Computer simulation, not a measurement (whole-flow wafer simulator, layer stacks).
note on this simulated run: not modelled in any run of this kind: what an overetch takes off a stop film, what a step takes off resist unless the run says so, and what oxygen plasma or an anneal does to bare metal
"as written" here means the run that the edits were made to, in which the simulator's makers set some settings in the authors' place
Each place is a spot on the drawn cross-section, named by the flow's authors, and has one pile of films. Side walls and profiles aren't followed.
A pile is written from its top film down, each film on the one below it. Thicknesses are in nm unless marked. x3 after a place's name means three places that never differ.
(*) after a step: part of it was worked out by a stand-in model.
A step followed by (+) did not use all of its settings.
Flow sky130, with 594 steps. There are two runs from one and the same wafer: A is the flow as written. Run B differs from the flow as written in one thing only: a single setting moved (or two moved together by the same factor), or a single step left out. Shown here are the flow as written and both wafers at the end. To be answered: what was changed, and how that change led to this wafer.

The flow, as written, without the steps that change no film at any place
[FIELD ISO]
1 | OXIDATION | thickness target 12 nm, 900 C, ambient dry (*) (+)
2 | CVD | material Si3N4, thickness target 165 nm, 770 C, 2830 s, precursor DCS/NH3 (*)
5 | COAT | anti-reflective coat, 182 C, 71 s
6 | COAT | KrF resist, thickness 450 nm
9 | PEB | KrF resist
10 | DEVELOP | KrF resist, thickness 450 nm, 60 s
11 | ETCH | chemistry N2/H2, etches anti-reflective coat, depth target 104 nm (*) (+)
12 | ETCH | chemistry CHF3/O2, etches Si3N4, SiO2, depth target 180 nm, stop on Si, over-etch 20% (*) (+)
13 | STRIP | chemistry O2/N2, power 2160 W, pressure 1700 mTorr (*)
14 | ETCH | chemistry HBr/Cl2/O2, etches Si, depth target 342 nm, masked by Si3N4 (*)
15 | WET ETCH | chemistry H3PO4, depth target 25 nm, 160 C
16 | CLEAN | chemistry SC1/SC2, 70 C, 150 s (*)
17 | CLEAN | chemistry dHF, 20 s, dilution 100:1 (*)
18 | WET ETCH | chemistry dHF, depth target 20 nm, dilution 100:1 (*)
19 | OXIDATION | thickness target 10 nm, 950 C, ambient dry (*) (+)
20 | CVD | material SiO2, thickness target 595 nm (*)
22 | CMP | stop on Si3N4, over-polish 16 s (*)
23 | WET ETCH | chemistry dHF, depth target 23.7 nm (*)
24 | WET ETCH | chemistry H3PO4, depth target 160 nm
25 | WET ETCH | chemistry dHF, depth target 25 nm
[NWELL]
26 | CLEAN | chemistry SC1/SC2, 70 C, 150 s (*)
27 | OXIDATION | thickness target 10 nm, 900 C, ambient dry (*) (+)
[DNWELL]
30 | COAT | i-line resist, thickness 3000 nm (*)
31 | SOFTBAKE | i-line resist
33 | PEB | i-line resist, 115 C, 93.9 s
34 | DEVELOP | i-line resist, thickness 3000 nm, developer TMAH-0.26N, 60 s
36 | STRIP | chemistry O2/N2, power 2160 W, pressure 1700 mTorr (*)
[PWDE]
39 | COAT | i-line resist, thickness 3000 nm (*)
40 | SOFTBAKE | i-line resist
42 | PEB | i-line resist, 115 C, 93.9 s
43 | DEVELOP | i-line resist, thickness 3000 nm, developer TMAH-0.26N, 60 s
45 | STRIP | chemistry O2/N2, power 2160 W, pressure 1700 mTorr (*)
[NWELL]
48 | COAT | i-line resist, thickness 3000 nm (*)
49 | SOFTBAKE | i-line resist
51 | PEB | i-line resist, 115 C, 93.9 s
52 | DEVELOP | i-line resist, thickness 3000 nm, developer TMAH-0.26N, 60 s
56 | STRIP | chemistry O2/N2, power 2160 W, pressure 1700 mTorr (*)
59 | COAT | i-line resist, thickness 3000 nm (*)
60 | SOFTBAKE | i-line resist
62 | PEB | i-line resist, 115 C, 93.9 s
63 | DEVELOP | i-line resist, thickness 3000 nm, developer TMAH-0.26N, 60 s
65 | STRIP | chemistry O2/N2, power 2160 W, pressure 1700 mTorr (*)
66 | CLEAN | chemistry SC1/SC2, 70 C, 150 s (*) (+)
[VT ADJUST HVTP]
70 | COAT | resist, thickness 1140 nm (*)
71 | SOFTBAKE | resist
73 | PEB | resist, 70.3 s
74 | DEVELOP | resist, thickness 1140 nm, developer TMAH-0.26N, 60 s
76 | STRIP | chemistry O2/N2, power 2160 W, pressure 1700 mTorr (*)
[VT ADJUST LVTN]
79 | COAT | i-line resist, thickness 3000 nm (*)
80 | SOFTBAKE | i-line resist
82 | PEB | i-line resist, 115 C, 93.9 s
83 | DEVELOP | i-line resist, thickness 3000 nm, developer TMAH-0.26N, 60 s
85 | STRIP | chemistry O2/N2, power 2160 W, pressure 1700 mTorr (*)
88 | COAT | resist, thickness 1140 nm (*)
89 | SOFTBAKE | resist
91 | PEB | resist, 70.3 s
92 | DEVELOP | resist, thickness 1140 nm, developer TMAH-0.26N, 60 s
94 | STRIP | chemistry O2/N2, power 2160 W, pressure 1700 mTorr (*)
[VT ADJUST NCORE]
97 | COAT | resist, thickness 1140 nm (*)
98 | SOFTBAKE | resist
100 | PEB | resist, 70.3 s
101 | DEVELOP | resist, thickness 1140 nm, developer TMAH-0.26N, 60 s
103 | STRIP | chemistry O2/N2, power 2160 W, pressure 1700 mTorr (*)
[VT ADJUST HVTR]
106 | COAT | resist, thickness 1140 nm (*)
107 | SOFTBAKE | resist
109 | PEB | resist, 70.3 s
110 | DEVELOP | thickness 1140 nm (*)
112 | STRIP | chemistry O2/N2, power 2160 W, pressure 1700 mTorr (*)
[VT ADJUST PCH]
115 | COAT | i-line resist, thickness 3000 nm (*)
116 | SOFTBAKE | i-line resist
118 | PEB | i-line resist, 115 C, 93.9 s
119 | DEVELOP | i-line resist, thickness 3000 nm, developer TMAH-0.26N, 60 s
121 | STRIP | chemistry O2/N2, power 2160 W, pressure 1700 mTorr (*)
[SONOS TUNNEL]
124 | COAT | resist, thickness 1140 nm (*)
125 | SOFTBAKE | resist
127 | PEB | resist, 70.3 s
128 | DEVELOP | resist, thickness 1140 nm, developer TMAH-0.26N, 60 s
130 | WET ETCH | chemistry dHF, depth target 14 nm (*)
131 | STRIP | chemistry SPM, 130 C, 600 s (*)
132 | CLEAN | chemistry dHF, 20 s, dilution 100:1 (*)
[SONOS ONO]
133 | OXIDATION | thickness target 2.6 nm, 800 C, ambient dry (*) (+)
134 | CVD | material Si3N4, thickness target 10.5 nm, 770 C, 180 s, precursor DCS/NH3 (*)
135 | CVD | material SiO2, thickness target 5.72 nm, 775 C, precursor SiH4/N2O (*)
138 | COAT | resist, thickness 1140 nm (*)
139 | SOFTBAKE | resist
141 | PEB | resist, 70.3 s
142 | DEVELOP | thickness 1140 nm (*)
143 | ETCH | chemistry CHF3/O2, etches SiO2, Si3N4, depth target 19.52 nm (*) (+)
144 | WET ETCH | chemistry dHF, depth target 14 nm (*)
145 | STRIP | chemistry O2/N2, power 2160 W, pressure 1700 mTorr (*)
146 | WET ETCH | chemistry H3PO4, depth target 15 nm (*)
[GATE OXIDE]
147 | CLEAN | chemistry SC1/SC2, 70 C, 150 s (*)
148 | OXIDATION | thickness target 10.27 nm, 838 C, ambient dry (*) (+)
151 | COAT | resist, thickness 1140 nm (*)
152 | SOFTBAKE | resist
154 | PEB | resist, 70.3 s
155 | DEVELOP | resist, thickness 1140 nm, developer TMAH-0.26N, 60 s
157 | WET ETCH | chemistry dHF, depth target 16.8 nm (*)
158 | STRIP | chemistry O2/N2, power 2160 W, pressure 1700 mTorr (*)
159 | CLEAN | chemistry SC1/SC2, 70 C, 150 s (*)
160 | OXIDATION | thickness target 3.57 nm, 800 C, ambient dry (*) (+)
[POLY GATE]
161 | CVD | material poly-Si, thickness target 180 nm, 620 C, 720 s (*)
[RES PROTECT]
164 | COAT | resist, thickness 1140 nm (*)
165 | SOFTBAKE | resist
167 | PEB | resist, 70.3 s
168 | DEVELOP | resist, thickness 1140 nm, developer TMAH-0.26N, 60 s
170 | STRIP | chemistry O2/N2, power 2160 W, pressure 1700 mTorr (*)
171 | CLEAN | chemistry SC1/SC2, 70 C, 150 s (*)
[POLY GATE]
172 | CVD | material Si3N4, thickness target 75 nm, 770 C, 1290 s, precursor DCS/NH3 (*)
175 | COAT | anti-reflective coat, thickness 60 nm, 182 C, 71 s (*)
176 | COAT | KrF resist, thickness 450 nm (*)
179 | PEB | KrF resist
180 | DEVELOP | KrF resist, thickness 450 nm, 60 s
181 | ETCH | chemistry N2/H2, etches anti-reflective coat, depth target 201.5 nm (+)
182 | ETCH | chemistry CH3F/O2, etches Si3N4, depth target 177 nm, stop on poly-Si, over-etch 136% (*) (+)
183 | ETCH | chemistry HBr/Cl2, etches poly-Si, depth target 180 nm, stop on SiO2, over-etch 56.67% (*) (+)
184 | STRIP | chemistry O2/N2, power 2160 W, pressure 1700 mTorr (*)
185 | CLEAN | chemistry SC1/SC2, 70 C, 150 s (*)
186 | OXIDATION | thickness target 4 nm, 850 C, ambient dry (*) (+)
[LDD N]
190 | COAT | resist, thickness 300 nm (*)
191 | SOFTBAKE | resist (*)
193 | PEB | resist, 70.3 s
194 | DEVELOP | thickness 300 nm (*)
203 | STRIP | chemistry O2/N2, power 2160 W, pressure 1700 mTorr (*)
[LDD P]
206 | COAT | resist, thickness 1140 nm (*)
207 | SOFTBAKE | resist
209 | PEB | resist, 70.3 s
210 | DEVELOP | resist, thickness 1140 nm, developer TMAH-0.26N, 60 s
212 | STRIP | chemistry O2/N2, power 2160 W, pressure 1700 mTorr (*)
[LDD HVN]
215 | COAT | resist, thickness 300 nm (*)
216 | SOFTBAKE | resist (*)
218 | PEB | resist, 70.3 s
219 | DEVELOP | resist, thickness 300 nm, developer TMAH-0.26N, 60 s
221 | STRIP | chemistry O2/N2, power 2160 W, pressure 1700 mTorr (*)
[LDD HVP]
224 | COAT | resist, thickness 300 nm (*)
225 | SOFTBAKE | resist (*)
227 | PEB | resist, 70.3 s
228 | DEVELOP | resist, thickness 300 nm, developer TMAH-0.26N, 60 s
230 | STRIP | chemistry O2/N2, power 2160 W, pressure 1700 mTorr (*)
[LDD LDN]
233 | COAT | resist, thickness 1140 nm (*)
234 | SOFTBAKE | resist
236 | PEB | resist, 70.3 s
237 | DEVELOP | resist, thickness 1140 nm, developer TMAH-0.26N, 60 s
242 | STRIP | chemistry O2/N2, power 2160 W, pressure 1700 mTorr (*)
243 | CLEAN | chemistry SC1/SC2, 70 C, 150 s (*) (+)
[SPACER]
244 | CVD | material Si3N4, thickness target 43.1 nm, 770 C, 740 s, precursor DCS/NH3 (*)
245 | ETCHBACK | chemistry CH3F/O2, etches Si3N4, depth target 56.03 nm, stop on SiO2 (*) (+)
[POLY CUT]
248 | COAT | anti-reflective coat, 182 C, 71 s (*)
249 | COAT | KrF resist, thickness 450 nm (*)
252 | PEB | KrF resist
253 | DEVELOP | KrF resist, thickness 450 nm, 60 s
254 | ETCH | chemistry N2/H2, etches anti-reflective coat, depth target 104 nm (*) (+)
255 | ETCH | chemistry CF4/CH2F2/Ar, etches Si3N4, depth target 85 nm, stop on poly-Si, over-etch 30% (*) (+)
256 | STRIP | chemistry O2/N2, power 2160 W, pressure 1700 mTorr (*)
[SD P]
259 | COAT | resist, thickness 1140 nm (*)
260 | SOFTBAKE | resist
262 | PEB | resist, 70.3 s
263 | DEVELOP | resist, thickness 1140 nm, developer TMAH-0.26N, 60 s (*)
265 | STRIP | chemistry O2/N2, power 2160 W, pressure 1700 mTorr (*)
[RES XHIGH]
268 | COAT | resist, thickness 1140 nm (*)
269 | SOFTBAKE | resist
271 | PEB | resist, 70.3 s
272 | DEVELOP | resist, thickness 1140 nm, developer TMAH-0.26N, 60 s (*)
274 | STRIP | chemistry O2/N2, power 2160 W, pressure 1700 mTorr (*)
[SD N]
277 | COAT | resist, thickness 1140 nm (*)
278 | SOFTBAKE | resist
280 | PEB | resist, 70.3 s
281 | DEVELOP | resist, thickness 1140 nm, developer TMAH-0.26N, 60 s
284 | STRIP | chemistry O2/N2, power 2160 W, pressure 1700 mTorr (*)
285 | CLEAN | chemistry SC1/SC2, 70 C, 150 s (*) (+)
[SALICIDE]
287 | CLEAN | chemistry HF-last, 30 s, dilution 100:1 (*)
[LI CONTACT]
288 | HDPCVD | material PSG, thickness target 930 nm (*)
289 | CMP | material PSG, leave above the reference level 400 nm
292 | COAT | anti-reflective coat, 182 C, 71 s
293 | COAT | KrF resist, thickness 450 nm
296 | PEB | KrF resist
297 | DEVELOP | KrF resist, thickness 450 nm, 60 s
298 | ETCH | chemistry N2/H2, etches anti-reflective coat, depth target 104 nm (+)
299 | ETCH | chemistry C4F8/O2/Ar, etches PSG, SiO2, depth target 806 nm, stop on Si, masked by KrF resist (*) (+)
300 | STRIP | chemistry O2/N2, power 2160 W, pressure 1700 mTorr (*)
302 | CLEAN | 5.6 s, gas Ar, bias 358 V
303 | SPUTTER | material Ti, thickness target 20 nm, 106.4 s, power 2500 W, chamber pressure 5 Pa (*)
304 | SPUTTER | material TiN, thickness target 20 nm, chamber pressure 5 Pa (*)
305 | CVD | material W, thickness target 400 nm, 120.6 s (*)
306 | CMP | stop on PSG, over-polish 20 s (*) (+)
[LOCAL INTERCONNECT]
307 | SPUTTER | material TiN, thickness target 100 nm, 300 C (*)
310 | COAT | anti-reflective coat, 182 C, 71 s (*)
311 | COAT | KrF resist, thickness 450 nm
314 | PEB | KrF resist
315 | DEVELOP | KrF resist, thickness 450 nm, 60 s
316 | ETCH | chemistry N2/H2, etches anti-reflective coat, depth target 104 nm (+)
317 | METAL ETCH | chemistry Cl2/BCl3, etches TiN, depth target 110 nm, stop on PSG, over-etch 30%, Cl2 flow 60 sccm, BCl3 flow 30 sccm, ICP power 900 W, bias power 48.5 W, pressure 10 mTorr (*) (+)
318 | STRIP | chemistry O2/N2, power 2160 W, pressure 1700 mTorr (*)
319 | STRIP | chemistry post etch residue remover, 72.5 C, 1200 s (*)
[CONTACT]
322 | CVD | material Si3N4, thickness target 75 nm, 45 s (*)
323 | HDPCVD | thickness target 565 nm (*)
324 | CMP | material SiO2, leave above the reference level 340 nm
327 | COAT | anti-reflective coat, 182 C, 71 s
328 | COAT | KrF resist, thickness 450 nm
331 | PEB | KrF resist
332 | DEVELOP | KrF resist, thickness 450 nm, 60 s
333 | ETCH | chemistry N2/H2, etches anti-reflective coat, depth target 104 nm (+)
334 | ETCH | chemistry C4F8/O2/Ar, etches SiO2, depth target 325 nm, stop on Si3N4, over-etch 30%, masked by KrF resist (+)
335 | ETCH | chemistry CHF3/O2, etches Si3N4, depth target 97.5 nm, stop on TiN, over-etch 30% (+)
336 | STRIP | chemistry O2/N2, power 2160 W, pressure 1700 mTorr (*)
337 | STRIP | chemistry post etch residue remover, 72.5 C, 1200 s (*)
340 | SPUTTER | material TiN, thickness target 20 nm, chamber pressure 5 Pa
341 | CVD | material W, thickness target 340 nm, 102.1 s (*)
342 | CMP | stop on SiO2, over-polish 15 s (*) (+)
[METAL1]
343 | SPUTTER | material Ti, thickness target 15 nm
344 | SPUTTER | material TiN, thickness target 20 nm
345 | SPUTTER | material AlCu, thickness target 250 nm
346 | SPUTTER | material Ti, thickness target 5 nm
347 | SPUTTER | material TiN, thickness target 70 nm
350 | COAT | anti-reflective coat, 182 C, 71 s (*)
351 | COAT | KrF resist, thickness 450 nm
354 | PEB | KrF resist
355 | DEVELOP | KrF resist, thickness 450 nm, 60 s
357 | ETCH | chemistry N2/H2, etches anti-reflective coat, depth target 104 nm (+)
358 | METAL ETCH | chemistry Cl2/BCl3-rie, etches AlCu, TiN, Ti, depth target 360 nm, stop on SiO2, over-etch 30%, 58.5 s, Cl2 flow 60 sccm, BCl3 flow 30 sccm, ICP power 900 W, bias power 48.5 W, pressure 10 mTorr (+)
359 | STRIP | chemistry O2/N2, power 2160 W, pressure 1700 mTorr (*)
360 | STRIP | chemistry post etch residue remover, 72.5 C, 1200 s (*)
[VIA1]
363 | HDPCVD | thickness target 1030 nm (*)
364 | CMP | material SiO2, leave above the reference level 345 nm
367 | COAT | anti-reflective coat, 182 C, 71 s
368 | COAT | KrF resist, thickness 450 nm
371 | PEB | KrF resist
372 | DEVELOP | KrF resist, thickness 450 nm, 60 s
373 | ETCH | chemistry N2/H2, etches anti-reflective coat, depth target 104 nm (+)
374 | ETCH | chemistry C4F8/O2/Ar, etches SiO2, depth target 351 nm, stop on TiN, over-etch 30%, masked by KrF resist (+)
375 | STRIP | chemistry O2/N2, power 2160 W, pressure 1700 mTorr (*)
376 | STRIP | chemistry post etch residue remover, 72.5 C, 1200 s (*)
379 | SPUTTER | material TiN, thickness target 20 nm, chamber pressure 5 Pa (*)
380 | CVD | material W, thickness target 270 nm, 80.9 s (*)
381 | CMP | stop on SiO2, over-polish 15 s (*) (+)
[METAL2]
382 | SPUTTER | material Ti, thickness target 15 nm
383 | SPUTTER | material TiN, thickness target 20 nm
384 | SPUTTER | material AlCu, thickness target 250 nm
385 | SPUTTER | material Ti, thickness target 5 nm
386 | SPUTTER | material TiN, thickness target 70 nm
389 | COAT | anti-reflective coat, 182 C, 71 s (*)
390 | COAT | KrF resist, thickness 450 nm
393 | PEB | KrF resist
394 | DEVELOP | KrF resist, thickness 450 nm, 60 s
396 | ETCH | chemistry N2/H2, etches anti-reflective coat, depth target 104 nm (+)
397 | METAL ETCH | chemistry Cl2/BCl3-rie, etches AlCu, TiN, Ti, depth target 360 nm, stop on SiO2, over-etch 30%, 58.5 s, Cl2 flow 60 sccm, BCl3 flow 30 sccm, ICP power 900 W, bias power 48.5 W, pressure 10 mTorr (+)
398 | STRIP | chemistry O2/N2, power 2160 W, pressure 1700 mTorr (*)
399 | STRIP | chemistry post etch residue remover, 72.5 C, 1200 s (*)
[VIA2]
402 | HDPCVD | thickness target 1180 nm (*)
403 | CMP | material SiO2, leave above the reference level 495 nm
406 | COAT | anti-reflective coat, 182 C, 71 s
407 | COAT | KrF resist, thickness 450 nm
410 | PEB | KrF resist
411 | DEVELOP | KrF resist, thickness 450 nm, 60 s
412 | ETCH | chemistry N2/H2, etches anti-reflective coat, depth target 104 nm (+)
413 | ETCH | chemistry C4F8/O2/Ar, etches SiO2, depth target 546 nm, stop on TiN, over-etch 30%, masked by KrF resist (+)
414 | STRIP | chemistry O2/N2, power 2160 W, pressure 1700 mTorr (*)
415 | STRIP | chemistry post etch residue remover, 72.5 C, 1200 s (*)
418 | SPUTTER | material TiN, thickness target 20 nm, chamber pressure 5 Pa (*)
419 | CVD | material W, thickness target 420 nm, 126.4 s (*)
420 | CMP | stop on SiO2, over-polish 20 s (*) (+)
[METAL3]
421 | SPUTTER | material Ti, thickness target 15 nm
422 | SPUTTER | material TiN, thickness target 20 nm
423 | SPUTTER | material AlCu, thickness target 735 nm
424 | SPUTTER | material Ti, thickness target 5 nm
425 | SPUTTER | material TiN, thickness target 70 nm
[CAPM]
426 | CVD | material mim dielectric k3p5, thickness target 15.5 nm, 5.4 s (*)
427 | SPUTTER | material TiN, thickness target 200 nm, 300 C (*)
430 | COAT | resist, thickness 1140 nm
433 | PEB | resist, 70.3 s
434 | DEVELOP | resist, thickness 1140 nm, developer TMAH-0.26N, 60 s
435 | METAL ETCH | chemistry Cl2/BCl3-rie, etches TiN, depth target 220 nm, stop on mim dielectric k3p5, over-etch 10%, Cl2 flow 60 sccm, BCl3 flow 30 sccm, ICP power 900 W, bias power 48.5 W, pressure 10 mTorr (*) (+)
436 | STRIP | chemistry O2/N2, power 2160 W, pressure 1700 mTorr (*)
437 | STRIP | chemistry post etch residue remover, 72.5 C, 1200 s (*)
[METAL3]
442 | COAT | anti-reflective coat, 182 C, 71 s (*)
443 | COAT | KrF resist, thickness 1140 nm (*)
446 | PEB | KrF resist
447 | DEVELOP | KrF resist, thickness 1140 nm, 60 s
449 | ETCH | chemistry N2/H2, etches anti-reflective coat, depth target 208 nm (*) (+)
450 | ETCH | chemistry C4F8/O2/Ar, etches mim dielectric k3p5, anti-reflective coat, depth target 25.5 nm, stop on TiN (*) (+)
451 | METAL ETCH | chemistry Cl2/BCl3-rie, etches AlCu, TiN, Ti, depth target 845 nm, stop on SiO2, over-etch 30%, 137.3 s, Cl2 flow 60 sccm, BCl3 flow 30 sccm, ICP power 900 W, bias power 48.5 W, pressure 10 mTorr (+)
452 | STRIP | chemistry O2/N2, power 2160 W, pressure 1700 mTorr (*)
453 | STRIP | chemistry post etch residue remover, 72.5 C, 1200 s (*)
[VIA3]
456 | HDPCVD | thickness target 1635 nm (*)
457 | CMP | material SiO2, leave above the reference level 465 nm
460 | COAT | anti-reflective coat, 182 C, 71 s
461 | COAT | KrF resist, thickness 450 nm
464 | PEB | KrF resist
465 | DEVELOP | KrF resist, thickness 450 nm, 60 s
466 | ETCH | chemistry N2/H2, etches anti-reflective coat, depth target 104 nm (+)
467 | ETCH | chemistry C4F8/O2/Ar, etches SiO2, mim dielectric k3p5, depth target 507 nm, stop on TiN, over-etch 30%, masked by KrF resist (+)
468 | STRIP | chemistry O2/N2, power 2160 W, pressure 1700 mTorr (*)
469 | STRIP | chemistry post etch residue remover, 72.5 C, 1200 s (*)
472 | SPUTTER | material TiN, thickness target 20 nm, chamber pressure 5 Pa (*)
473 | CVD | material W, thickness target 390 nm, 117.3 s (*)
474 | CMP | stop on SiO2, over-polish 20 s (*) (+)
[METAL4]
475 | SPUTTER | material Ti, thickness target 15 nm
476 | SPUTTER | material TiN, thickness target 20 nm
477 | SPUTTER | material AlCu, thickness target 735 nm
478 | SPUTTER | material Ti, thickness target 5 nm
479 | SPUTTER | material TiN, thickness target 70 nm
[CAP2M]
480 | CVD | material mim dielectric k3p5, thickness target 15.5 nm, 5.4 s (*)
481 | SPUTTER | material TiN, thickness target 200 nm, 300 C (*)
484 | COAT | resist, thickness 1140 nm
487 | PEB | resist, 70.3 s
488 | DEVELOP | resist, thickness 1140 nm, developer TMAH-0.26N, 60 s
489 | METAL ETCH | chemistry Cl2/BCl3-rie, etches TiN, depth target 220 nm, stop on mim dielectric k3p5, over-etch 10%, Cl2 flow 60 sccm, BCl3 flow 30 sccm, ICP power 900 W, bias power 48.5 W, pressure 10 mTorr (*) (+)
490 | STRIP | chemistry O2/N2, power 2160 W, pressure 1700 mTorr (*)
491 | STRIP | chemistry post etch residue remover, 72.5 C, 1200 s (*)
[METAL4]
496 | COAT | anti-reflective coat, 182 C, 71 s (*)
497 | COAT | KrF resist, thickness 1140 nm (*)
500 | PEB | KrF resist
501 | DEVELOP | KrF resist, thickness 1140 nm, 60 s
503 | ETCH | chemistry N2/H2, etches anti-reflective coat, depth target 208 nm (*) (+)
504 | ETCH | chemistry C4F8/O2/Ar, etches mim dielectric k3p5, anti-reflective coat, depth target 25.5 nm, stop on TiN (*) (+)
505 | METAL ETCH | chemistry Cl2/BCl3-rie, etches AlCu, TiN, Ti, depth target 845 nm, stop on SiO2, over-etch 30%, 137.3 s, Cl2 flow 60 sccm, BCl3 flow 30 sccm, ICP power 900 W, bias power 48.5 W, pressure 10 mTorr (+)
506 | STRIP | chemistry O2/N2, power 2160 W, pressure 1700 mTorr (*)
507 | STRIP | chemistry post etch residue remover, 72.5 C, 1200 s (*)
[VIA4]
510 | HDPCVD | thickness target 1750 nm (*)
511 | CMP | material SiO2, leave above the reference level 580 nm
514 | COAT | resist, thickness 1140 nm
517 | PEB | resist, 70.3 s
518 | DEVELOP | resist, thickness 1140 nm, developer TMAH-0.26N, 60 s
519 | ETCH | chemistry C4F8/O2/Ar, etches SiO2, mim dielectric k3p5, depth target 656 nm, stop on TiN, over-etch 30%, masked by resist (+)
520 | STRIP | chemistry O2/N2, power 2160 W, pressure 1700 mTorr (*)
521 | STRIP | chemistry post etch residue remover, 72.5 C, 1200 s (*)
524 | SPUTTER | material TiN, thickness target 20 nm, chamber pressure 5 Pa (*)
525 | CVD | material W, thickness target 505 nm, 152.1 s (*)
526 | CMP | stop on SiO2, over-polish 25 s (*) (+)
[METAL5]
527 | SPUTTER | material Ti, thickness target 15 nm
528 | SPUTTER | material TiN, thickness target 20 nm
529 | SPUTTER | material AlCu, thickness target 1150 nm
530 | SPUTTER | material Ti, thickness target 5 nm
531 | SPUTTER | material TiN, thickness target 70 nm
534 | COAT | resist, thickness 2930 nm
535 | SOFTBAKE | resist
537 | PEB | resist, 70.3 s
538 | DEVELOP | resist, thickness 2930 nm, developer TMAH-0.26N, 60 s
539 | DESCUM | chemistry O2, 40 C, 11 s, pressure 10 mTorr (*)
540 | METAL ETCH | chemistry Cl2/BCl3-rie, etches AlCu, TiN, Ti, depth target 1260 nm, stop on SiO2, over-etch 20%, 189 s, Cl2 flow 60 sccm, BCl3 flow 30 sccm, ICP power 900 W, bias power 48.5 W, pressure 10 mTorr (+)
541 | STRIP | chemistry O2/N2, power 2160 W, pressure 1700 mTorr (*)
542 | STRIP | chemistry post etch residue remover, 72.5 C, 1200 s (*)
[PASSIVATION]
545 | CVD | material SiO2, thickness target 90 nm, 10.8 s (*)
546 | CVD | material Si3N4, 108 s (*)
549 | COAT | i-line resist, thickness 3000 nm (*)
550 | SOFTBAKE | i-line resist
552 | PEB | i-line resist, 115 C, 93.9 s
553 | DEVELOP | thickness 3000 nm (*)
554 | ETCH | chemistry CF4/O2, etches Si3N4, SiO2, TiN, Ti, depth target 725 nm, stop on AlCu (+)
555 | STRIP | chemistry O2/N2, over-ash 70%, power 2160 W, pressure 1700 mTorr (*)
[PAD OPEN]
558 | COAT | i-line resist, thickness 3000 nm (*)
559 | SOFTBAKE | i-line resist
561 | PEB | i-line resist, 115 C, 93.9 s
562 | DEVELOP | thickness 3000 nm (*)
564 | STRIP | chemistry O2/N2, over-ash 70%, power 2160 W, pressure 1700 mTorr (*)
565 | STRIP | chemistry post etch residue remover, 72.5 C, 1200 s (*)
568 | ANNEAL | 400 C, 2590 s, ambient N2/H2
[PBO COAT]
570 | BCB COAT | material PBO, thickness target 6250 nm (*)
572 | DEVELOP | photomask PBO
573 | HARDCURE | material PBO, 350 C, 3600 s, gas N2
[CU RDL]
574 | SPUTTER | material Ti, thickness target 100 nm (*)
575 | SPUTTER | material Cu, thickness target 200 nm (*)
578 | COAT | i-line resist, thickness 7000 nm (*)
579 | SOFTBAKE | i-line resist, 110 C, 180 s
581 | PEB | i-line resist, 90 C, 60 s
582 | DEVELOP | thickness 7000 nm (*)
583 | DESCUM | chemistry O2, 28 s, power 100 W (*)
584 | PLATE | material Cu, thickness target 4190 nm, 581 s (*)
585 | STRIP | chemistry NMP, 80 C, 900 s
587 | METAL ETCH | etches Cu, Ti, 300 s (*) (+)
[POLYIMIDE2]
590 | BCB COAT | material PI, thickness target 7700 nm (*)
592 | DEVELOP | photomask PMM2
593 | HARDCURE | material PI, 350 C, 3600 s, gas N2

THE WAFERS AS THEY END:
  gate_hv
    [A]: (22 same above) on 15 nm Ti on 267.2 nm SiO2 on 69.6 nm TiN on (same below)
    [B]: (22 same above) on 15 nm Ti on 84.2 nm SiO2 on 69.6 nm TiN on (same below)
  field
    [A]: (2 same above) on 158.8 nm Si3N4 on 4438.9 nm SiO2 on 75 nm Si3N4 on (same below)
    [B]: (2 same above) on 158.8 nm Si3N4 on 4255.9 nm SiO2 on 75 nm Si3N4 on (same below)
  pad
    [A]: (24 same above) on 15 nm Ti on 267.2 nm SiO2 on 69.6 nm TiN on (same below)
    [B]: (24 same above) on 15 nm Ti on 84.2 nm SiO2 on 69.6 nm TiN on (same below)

The reason: step 364, CMP: leave above the reference level 162 nm was run, whereas the flow has leave above the reference level 345 nm.

Step by step, how the change led to this:
  364 | CMP | material SiO2, leave above the reference level 345 nm
      n_well, p_well, gate_hv and 100 more: A -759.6 SiO2 | B -942.6 SiO2
      field, active, gate and 81 more: A -389.1 SiO2 | B -572.1 SiO2
      (as well as at 4 more places)
  374 | ETCH | chemistry C4F8/O2/Ar, etches SiO2, depth target 351 nm, stop on TiN, over-etch 30%, masked by KrF resist (+)
      field, active, n_well and 186 more: A -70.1 KrF resist | B -22.6 KrF resist
      m1, via1_hole: A -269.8 SiO2 (all of it) | B -86.8 SiO2 (all of it)
  375 | STRIP | chemistry O2/N2, power 2160 W, pressure 1700 mTorr (*)
      field, active, n_well and 186 more: A -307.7 KrF resist (all of it), -80 anti-reflective coat (all of it) | B -355.3 KrF resist (all of it), -80 anti-reflective coat (all of it)
  379 | SPUTTER | material TiN, thickness target 20 nm, chamber pressure 5 Pa (*)
      m1: A +11 TiN | B +15.5 TiN
      via1_hole: A +10.9 TiN | B +15.4 TiN
  380 | CVD | material W, thickness target 270 nm, 80.9 s (*)
      m1, via1_hole: A +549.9 W (new film) | B +362.4 W (new film)
